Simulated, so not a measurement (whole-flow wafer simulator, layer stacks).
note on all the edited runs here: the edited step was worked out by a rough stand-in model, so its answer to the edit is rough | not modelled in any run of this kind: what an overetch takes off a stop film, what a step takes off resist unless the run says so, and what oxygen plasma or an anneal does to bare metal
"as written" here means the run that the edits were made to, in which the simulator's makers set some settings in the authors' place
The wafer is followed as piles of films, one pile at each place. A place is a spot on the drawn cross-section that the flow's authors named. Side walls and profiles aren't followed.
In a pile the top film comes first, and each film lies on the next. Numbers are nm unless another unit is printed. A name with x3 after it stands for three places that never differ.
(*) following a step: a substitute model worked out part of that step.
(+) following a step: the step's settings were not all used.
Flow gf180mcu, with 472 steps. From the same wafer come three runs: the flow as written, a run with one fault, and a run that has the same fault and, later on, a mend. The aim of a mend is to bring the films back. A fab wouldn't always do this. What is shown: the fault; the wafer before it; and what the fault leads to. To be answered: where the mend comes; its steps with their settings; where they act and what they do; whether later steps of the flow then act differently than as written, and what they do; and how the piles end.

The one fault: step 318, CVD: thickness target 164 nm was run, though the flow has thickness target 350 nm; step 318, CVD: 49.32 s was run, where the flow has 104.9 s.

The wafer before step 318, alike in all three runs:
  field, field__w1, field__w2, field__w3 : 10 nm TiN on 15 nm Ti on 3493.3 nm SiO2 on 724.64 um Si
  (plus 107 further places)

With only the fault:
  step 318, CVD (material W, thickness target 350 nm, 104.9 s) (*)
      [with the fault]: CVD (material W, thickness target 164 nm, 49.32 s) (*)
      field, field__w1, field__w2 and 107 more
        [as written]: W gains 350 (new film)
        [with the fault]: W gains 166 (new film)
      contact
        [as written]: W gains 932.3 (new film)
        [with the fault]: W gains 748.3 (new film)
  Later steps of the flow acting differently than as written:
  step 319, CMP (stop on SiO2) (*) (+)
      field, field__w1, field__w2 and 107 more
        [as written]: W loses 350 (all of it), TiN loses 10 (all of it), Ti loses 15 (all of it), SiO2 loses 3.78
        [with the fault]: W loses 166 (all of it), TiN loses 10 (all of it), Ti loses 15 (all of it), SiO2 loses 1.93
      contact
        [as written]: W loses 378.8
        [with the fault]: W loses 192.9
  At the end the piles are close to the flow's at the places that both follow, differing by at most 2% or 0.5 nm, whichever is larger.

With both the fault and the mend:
  The mend follows step 318.
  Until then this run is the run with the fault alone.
  step 318a, CVD (material W, thickness target 186 nm, 55.77 s) (the flow's step 318, run once more with other settings)
      field, field__w1, field__w2 and 108 more
        W gains 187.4
  None of the later steps of the flow differs from how it acts as written, at any place that is followed, by more than 2% or 0.5 nm, whichever is larger.
  At the end the piles are close to the flow's at the places that both follow, differing by at most 2% or 0.5 nm, whichever is larger.
